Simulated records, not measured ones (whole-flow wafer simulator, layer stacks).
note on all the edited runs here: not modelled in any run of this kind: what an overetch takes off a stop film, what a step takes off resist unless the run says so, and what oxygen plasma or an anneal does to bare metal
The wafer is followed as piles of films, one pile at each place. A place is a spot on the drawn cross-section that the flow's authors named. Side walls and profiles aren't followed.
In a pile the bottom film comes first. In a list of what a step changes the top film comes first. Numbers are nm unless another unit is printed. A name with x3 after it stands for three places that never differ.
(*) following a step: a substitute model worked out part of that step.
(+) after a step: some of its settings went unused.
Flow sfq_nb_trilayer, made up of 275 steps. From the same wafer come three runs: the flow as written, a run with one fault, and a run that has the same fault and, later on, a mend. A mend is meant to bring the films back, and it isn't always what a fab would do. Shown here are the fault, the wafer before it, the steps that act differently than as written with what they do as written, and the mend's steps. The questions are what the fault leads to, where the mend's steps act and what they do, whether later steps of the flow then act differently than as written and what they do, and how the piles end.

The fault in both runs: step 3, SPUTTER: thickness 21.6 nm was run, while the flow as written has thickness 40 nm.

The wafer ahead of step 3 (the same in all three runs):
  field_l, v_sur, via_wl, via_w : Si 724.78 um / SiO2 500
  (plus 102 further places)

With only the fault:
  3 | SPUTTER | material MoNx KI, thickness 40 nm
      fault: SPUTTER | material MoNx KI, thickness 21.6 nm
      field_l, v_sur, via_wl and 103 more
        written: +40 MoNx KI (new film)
        fault: +21.6 MoNx KI (new film)
  Steps later in the flow that act otherwise than as written (8 more steps, not shown, differ only slightly: by at most 2% or 0.5 nm, whichever is larger):
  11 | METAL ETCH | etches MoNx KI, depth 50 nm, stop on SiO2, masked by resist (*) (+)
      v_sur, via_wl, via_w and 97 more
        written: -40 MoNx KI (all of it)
        fault: -21.6 MoNx KI (all of it)
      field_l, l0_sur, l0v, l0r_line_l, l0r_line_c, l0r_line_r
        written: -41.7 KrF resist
        fault: -27 KrF resist
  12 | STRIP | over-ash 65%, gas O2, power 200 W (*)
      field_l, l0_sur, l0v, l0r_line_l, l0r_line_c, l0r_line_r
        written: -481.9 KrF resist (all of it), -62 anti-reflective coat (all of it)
        fault: -496.6 KrF resist (all of it), -62 anti-reflective coat (all of it)
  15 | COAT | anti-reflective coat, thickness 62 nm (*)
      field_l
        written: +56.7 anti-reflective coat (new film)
        fault: +59 anti-reflective coat (new film)
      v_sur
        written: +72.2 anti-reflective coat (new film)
        fault: +67.5 anti-reflective coat (new film)
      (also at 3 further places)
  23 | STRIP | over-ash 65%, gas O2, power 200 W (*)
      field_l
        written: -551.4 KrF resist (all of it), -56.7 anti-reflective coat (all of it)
        fault: -555.3 KrF resist (all of it), -59 anti-reflective coat (all of it)
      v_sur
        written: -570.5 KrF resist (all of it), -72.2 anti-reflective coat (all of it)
        fault: -565.4 KrF resist (all of it), -67.5 anti-reflective coat (all of it)
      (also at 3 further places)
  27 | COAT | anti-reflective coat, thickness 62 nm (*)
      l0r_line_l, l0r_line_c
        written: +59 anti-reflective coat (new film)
        fault: +60.3 anti-reflective coat (new film)
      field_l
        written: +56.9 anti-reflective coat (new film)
        fault: +59.1 anti-reflective coat (new film)
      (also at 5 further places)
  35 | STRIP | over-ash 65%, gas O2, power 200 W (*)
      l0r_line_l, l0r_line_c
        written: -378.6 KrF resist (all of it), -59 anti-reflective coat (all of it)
        fault: -380.3 KrF resist (all of it), -60.3 anti-reflective coat (all of it)
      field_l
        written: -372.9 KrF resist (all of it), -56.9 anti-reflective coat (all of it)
        fault: -377.2 KrF resist (all of it), -59.1 anti-reflective coat (all of it)
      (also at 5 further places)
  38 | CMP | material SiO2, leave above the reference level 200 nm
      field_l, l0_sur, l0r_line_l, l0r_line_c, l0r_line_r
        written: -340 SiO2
        fault: -321.6 SiO2
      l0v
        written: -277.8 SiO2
        fault: -259.4 SiO2
  The piles end different from the flow's at field_l, l0_sur, l0v, l0r_line_l, l0r_line_c, l0r_line_r by more than 2% or 0.5 nm, whichever is larger.
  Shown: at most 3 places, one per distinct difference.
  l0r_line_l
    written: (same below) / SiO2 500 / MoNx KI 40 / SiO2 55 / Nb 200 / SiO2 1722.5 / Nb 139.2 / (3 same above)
    fault: (same below) / SiO2 500 / MoNx KI 21.6 / SiO2 55 / Nb 200 / SiO2 1740.9 / Nb 139.2 / (3 same above)
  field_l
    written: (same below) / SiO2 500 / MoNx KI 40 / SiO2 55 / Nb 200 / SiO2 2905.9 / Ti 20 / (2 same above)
    fault: (same below) / SiO2 500 / MoNx KI 21.6 / SiO2 55 / Nb 200 / SiO2 2924.3 / Ti 20 / (2 same above)
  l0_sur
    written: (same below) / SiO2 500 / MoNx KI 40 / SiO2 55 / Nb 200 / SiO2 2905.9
    fault: (same below) / SiO2 500 / MoNx KI 21.6 / SiO2 55 / Nb 200 / SiO2 2924.3

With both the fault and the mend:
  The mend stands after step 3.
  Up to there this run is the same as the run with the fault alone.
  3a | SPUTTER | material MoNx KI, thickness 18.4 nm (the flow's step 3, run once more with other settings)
      field_l, v_sur, via_wl and 103 more
        +18.4 MoNx KI
  Every later step of the flow that is run acts as written at every place that is followed.
  At every place that both follow, the piles at the end match the flow's.
